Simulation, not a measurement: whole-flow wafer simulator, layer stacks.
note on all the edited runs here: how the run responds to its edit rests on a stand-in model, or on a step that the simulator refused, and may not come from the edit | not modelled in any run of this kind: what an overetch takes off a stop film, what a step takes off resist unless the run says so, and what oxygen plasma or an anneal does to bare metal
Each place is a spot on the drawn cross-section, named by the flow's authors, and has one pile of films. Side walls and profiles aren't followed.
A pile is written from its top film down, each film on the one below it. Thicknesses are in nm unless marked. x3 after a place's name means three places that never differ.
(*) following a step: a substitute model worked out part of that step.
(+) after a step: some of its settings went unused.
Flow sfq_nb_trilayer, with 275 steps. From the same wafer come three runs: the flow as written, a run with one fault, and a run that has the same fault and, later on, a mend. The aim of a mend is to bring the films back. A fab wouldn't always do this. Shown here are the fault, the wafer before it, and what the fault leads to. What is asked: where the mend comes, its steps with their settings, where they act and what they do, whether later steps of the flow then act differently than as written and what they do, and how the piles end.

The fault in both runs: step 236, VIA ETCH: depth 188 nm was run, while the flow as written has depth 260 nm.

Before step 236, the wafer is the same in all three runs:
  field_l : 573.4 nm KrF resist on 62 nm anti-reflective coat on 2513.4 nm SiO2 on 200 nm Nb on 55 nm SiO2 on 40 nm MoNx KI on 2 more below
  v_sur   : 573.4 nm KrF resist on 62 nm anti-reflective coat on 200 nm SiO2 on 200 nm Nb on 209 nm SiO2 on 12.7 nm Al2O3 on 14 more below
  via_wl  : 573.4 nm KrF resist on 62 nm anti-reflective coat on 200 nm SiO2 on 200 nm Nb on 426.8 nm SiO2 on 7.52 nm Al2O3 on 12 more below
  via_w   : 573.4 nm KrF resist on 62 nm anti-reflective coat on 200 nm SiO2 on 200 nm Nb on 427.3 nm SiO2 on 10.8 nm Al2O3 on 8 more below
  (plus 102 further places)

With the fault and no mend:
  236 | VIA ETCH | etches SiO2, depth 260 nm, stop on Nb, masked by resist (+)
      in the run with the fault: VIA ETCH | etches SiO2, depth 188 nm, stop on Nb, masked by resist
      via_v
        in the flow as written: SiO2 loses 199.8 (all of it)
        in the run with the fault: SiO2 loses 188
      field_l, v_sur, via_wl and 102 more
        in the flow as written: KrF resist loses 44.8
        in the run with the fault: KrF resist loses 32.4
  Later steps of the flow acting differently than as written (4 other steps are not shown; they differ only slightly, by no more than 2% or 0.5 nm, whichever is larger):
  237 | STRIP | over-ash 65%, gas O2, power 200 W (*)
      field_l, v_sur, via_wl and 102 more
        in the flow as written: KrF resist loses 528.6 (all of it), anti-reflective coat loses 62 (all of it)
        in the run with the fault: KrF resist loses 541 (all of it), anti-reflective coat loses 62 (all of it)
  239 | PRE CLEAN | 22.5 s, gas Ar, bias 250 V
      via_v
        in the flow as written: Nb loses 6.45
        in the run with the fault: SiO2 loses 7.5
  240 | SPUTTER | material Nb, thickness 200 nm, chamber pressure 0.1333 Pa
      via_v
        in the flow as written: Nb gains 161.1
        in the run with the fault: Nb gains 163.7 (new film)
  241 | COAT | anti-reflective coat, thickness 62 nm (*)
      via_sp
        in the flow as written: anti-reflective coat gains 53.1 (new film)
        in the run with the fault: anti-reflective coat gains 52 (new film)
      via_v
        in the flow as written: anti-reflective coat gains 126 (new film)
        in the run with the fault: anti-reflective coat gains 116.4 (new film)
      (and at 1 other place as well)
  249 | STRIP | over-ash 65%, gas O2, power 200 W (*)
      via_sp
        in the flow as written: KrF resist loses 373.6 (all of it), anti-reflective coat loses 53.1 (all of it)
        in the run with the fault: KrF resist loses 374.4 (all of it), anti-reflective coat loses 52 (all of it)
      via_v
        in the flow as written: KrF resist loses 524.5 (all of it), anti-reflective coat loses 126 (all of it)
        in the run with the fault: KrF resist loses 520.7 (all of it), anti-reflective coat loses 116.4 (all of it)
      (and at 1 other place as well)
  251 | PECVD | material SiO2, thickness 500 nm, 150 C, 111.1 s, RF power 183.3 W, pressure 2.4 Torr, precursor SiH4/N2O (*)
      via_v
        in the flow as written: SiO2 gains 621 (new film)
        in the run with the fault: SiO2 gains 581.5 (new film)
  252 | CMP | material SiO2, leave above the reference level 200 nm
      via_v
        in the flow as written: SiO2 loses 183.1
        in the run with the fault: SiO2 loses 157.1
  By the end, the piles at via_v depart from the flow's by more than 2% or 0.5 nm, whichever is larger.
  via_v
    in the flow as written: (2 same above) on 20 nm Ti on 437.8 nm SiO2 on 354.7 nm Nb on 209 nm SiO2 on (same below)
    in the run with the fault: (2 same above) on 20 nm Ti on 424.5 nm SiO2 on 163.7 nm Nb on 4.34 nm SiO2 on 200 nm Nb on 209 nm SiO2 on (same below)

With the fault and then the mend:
  After step 237 comes the mend.
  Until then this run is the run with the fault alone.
  237a | COAT | anti-reflective coat, thickness 62 nm (*) (the flow's step 229, run once more)
      p4_fl x3, p4_w1 x9, p4_g1 x2 and 63 more
        anti-reflective coat gains 62 (new film)
      field_r, lsp_l, ln_m5, lsp_m, ln_m6, lsp_r, l0_sur, l0v
        anti-reflective coat gains 61.8 (new film)
      be_r, r_sur, res, r_end, moat
        anti-reflective coat gains 61.7 (new film)
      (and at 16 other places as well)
  237b | COAT | KrF resist, thickness 650 nm (*) (the flow's step 230, run once more)
      p4_fl x3, p4_w1 x9, p4_g1 x2 and 63 more
        KrF resist gains 650 (new film)
      ln_m5, lsp_m, ln_m6, lsp_r, l0_sur, l0v
        KrF resist gains 649.6 (new film)
      moat, field_r, lsp_l
        KrF resist gains 649.5 (new film)
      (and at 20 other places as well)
  237c | SOFTBAKE | KrF resist (the flow's step 231, run once more)
      alters no film at any place that is followed
  237d | EXPOSE | photomask I6, dose 11.91 mJ/cm2, NA 0.6, wavelength 248 nm (*) (the flow's step 232, run once more)
      alters no film at any place that is followed
  237e | PEB | KrF resist, 90 s (the flow's step 233, run once more)
      ce_r, sp_r, be_r and 89 more
        KrF resist loses 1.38
      field_l, v_sur, via_wl and 8 more
        KrF resist loses 1.37
      via_wr, be
        KrF resist loses 1.36
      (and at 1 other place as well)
  237f | DEVELOP | KrF resist, thickness 650 nm, 60 s (the flow's step 234, run once more)
      field_l, v_sur, via_wl and 102 more
        KrF resist loses 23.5
      via_v
        KrF resist loses 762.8 (all of it)
  237g | VIA ETCH | etches anti-reflective coat, depth 125 nm, masked by resist (+) (the flow's step 235, run once more)
      field_l, v_sur, via_wl and 102 more
        KrF resist loses 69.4
      via_v
        anti-reflective coat loses 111 (all of it)
  237h | VIA ETCH | etches SiO2, depth 72 nm, stop on Nb, masked by resist (+) (the flow's step 236, run once more with other settings)
      field_l, v_sur, via_wl and 102 more
        KrF resist loses 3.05
      via_v
        SiO2 loses 11.8 (all of it)
  237i | STRIP | over-ash 65%, gas O2, power 200 W (*) (the flow's step 237, run once more)
      p4_fl x3, p4_w1 x9, p4_g1 x2 and 63 more
        KrF resist loses 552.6 (all of it), anti-reflective coat loses 62 (all of it)
      lsp_l, ln_m5, lsp_m, ln_m6, lsp_r, l0_sur, l0v
        KrF resist loses 552.2 (all of it), anti-reflective coat loses 61.8 (all of it)
      be_r, r_sur
        KrF resist loses 551.9 (all of it), anti-reflective coat loses 61.7 (all of it)
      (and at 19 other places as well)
  Every later step of the flow that is run acts as written at every place that is followed.
  The piles end the same as the flow's at every place that both follow.
